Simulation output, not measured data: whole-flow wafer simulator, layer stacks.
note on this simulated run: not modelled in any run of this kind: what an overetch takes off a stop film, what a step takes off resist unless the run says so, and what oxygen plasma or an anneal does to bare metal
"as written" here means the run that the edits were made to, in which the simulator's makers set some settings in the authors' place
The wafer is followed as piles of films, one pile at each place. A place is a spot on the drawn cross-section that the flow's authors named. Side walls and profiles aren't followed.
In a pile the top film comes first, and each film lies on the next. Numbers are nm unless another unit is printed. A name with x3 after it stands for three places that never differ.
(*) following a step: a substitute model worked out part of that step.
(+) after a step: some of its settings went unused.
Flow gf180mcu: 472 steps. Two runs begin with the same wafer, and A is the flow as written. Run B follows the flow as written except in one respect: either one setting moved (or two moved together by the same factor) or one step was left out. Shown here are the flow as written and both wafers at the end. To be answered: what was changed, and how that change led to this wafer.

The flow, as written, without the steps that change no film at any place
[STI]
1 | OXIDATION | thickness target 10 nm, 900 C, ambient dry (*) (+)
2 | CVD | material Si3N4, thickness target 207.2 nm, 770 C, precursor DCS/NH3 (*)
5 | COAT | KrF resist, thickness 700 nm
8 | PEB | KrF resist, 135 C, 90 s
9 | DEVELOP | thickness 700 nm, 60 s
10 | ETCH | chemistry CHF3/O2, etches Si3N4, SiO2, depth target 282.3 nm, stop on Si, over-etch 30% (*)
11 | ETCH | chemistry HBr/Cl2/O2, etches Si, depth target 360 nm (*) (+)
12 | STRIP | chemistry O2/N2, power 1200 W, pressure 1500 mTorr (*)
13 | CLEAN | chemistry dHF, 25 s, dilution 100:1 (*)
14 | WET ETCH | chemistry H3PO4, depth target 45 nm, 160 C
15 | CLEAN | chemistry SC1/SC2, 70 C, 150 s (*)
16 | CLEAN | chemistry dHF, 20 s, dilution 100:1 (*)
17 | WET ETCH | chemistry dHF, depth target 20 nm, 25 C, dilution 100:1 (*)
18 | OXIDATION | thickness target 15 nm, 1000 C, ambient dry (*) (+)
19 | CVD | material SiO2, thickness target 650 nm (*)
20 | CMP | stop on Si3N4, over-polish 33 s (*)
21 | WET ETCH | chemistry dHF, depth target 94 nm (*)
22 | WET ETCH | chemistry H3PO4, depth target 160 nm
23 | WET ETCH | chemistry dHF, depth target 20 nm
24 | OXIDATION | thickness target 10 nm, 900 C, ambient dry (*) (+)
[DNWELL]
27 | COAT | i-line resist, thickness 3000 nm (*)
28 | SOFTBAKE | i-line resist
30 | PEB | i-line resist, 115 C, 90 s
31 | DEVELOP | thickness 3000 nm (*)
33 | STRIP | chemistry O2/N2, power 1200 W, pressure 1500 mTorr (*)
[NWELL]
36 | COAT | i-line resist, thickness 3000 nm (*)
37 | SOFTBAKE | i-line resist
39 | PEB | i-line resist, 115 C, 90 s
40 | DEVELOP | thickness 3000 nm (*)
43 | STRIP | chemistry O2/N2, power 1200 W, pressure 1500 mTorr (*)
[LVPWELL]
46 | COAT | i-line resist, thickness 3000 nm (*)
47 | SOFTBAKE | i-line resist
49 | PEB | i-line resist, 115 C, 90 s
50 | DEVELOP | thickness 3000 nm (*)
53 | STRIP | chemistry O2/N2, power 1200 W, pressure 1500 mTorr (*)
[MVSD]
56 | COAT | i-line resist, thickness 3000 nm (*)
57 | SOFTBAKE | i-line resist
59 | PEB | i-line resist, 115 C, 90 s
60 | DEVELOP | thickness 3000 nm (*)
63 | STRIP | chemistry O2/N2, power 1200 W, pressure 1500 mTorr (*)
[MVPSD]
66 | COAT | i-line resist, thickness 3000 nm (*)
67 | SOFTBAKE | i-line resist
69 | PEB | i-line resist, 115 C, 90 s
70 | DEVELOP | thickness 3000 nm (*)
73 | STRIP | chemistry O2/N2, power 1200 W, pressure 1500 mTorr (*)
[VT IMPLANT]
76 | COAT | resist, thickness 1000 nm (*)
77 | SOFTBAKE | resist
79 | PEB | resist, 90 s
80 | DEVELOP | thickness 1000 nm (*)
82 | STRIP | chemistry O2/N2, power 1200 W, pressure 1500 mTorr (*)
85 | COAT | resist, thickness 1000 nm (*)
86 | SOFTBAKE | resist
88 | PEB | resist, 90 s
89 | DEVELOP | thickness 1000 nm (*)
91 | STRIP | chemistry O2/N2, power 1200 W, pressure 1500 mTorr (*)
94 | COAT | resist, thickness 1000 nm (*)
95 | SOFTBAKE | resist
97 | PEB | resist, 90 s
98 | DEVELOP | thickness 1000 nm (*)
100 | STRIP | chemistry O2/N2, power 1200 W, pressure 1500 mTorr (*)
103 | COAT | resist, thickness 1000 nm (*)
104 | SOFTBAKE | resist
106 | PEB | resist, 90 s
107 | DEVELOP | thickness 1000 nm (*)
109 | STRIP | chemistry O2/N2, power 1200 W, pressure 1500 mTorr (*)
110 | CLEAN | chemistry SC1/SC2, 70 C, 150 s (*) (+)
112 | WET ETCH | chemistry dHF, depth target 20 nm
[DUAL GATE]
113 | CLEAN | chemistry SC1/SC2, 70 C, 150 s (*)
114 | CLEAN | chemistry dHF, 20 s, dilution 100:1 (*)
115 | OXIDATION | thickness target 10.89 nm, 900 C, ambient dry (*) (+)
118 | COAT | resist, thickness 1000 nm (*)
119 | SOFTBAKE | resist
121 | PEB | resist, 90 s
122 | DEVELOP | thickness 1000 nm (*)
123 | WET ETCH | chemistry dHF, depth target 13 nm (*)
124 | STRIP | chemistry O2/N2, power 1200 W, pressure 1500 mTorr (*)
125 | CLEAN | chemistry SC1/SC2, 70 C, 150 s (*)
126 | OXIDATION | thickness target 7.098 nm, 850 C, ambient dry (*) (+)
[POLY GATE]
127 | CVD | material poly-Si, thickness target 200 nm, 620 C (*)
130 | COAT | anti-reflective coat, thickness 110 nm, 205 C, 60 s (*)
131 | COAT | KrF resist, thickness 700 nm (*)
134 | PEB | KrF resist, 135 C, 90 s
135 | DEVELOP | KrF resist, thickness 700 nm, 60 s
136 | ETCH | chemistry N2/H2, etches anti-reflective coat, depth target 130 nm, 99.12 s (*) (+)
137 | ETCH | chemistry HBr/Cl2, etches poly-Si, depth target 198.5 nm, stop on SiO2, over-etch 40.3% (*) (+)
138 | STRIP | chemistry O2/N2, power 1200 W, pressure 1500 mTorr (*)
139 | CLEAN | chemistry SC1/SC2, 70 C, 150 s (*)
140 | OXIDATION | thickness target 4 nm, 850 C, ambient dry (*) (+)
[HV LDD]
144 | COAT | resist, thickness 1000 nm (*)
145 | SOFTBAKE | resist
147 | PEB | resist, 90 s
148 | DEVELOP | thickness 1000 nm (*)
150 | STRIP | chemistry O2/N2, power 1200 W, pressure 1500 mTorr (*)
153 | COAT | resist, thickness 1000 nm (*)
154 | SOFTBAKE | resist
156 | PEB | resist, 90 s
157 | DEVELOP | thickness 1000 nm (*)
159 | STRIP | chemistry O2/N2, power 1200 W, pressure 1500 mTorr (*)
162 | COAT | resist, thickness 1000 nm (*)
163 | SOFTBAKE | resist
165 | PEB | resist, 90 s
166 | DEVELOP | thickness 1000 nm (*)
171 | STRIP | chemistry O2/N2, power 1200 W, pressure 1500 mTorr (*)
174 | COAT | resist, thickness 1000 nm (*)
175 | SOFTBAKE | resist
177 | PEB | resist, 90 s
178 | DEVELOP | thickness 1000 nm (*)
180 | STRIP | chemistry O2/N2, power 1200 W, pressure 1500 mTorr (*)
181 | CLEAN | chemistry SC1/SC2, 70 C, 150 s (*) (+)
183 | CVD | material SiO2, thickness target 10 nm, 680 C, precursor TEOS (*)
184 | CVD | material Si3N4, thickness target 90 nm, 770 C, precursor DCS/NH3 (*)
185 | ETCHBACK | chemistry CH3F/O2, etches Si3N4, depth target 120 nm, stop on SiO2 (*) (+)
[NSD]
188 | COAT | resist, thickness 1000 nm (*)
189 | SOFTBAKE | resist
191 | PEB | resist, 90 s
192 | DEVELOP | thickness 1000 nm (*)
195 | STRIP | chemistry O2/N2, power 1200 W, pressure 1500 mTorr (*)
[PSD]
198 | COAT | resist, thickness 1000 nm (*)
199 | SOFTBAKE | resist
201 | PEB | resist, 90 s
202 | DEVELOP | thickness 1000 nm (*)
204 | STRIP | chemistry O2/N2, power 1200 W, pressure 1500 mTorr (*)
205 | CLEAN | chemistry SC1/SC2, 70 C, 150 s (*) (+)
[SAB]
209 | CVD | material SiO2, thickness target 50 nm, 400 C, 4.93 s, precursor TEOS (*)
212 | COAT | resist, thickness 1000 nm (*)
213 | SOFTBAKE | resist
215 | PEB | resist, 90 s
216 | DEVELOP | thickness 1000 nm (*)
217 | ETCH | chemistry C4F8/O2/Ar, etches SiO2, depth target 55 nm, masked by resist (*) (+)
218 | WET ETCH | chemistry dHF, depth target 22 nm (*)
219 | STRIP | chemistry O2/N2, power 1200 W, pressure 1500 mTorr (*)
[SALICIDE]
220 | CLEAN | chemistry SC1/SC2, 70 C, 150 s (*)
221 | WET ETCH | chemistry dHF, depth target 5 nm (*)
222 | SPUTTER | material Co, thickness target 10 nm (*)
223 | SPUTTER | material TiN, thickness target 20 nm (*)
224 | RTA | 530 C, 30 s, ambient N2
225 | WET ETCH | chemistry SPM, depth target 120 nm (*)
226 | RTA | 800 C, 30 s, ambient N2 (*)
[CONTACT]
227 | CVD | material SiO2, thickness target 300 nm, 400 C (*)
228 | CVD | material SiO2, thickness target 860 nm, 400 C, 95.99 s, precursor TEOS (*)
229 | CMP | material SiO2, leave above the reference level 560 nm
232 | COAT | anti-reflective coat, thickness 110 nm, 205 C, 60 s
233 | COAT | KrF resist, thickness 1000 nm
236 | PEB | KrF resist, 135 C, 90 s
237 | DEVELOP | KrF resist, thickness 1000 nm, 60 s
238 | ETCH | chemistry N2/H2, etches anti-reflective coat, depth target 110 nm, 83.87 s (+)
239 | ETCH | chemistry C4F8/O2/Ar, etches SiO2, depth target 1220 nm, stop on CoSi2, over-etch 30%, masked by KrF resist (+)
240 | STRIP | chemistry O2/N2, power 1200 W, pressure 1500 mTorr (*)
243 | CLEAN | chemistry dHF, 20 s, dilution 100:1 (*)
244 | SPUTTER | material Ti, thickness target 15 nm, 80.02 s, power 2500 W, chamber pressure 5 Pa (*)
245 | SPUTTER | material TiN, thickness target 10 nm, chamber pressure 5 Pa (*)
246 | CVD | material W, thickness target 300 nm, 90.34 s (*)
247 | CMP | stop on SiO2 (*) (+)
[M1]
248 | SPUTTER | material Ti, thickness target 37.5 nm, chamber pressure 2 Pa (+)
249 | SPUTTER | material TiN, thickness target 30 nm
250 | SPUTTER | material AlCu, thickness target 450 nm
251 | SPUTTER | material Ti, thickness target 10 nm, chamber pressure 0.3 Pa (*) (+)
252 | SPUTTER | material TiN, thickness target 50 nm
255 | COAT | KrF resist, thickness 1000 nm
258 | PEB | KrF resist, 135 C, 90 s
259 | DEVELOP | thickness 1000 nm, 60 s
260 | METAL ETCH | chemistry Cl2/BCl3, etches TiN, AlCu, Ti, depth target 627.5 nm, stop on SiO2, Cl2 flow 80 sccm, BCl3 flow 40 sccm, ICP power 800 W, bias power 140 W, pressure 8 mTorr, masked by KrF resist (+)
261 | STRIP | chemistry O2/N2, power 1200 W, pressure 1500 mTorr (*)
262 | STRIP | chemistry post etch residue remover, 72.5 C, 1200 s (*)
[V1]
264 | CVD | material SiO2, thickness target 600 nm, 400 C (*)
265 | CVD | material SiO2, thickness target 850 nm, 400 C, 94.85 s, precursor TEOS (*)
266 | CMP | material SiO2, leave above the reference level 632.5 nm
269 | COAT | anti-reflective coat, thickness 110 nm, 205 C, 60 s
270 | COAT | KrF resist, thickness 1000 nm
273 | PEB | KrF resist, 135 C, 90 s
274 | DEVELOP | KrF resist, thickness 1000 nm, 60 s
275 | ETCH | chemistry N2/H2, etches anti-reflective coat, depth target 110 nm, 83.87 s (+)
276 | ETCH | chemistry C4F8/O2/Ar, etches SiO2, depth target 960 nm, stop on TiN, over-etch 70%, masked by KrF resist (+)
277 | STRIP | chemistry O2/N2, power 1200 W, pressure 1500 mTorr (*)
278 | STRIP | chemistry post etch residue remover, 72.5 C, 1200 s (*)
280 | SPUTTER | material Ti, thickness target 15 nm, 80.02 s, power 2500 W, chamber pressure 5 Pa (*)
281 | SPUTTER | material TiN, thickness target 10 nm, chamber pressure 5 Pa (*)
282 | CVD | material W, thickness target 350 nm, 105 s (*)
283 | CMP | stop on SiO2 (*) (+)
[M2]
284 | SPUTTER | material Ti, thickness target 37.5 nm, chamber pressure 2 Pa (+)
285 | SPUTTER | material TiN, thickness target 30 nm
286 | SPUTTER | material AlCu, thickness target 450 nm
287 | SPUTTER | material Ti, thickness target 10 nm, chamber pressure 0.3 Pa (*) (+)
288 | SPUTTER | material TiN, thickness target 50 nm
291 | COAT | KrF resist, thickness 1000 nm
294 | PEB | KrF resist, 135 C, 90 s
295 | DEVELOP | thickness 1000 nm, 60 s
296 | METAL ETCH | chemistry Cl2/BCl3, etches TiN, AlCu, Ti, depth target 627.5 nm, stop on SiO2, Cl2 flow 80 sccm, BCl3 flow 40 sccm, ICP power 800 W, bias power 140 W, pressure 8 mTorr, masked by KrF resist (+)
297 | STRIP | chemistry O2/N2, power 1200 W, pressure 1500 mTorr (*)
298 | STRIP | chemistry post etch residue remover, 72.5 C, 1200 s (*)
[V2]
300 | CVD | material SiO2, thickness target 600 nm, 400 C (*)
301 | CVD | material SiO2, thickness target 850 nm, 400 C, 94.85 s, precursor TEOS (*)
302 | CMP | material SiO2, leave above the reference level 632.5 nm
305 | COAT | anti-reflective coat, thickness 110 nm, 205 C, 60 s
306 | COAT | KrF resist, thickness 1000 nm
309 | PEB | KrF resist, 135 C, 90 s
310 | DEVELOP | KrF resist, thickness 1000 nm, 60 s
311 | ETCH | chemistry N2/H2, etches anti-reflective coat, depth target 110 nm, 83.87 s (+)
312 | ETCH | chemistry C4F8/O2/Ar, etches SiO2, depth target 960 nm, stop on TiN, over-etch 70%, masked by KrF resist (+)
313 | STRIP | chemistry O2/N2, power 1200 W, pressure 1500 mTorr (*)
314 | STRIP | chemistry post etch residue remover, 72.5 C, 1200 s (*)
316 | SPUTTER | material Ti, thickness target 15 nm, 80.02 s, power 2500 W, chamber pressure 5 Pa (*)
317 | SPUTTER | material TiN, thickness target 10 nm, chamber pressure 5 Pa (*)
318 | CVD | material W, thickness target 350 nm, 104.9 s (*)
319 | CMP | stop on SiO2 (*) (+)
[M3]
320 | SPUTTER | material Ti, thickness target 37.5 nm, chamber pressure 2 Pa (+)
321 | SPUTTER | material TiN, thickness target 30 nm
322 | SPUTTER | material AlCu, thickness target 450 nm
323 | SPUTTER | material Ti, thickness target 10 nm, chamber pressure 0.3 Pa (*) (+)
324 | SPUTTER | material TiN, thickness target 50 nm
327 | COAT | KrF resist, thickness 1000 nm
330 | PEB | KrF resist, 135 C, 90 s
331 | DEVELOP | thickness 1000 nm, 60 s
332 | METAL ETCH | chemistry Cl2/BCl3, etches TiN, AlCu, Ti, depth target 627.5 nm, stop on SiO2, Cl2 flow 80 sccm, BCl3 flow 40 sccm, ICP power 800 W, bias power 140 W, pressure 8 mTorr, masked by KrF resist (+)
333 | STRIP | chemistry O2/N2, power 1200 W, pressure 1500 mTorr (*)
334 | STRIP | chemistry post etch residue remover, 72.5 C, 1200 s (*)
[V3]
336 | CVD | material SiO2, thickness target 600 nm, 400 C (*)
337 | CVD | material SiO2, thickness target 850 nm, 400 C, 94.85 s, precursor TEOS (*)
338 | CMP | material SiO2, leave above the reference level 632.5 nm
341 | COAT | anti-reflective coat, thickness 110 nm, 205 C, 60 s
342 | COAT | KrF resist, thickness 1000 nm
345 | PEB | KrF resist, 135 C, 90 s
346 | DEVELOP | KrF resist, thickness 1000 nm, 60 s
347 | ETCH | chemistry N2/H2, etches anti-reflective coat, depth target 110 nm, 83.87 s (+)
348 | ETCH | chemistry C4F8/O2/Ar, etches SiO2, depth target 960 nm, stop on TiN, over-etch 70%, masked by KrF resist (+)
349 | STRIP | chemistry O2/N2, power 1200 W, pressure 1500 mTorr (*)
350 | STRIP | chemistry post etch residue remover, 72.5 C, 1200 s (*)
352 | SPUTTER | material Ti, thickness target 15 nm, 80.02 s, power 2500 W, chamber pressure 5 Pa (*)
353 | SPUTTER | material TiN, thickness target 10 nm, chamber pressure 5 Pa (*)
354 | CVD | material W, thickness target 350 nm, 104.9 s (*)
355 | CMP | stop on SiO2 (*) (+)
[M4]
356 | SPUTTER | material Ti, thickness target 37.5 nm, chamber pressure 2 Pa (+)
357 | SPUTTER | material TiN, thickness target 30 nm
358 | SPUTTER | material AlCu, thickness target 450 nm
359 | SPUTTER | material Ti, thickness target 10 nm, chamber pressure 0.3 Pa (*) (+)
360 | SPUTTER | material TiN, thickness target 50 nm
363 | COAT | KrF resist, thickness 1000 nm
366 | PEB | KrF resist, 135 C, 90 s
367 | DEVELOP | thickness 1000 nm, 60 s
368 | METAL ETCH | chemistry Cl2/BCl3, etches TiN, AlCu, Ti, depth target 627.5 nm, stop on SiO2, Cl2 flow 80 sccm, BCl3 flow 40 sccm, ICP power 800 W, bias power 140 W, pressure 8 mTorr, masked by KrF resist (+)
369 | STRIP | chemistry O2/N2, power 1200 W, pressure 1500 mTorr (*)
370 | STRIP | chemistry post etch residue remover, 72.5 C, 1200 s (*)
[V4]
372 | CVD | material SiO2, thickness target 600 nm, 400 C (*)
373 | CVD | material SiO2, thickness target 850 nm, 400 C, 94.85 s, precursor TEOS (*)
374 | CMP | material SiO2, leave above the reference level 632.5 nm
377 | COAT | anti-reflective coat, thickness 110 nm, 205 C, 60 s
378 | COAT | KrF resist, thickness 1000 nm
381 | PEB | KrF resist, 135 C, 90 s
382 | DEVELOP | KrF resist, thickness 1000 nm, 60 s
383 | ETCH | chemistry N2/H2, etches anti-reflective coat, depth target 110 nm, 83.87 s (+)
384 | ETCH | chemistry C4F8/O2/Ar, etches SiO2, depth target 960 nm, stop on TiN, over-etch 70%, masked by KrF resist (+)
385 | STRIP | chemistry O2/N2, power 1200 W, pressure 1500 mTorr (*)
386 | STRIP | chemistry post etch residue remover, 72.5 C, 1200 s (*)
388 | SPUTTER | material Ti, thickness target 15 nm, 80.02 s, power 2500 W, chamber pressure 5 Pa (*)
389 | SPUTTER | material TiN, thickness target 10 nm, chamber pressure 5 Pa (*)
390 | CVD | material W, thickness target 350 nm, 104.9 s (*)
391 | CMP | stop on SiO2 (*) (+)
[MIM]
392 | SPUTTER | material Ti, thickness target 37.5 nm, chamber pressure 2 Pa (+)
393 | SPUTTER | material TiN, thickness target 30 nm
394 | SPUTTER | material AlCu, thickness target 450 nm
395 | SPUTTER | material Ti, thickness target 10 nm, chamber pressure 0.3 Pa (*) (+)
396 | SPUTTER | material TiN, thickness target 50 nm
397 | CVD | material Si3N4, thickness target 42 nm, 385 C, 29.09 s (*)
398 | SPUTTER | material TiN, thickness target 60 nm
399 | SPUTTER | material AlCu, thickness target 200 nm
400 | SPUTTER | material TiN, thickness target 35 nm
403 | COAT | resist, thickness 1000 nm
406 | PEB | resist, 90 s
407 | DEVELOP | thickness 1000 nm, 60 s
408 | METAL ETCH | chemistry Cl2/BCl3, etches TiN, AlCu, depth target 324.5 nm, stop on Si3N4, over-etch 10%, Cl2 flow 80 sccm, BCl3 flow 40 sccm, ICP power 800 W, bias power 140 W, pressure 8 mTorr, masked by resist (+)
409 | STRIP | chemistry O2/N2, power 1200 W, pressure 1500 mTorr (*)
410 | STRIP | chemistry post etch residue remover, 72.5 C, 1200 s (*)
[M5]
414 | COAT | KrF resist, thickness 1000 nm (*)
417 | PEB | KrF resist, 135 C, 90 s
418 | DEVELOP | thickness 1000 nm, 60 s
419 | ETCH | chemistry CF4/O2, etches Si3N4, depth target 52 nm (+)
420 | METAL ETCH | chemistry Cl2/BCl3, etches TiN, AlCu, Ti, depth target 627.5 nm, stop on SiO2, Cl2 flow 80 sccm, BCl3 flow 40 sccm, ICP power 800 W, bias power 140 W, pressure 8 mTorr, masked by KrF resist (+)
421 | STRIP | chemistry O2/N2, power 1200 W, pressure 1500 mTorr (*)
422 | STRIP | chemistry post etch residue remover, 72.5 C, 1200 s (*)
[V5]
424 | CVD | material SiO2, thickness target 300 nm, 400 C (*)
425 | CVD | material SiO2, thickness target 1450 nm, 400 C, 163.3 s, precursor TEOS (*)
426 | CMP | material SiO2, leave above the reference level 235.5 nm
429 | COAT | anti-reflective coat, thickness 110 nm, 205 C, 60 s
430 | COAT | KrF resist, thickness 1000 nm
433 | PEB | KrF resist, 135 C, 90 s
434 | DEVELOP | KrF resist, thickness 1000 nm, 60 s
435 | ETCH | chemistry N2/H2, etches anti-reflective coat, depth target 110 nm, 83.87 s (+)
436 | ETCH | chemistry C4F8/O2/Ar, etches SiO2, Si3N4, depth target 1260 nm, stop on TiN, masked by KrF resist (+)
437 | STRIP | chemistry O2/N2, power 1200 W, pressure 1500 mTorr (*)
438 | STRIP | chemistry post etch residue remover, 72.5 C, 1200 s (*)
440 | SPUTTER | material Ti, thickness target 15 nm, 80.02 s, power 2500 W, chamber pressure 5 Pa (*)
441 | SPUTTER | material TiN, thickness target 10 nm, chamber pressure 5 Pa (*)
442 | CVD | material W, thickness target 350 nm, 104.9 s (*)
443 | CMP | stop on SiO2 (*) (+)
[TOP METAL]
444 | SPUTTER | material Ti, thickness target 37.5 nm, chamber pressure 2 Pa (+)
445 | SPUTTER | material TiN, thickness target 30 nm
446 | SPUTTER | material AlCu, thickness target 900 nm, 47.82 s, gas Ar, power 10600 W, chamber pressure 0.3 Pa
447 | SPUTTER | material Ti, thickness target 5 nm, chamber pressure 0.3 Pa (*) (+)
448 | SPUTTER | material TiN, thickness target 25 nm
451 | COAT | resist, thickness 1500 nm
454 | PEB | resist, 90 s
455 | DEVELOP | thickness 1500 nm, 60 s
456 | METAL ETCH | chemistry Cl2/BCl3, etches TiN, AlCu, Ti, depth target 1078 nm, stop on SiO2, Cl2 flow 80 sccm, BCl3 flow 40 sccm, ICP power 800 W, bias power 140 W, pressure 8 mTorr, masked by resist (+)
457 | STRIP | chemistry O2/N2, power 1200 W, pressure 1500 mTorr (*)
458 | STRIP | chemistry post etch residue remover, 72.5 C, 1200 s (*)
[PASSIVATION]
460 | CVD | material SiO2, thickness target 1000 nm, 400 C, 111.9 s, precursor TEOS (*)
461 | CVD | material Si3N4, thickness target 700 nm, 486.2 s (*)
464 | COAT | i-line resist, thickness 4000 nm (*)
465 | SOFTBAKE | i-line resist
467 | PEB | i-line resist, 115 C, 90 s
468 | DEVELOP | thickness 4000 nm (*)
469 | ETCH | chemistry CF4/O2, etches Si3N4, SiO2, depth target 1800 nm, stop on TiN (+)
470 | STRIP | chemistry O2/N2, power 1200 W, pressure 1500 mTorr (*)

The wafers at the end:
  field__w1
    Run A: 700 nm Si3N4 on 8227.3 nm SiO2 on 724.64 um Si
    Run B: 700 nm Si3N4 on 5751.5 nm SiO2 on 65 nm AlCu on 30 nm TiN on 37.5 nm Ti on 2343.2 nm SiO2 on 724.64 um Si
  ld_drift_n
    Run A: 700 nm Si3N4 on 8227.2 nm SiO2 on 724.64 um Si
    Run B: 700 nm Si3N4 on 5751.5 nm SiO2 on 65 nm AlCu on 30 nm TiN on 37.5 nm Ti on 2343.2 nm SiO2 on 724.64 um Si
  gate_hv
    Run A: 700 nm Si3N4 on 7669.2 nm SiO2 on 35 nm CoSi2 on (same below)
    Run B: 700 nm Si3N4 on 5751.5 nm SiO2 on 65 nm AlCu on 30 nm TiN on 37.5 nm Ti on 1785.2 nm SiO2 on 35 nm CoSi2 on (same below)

Cause: step 296, METAL ETCH: depth target 439.3 nm was run, whereas the flow has depth target 627.5 nm.

The path from the change to this, step by step:
  296 | METAL ETCH | chemistry Cl2/BCl3, etches TiN, AlCu, Ti, depth target 627.5 nm, stop on SiO2, Cl2 flow 80 sccm, BCl3 flow 40 sccm, ICP power 800 W, bias power 140 W, pressure 8 mTorr, masked by KrF resist (+)
      field, field__w1, field__w2 and 103 more: A -50 TiN (all of it), -10 Ti (all of it), -450 AlCu (all of it), -30 TiN (all of it), -37.5 Ti (all of it) | B -50 TiN (all of it), -10 Ti (all of it), -379.3 AlCu
      field__w8, contact, m1, m1__w1, m1_nw: A -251 KrF resist | B -175.7 KrF resist
  297 | STRIP | chemistry O2/N2, power 1200 W, pressure 1500 mTorr (*)
      field__w8, contact, m1, m1__w1, m1_nw: A -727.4 KrF resist (all of it) | B -802.7 KrF resist (all of it)
  298 | STRIP | chemistry post etch residue remover, 72.5 C, 1200 s (*)
      field, field__w1, field__w2 and 103 more: A nothing | B -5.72 AlCu
  300 | CVD | material SiO2, thickness target 600 nm, 400 C (*)
      field, field__w1, field__w2 and 103 more: A +600 SiO2 | B +600 SiO2 (new film)
  302 | CMP | material SiO2, leave above the reference level 632.5 nm
      field, field__w1, field__w2 and 103 more: A -300 SiO2 | B -432.5 SiO2
If metal films that touch count as one body, field__w1 has 1 body; the flow as written gives 0 bodies.
If metal films that touch count as one body, ld_drift_n has 1 body; the flow as written gives 0 bodies.
If metal films that touch count as one body, gate_hv has 2 bodies (between them, from the top down: SiO2 1785.2); the flow as written gives 1 body.
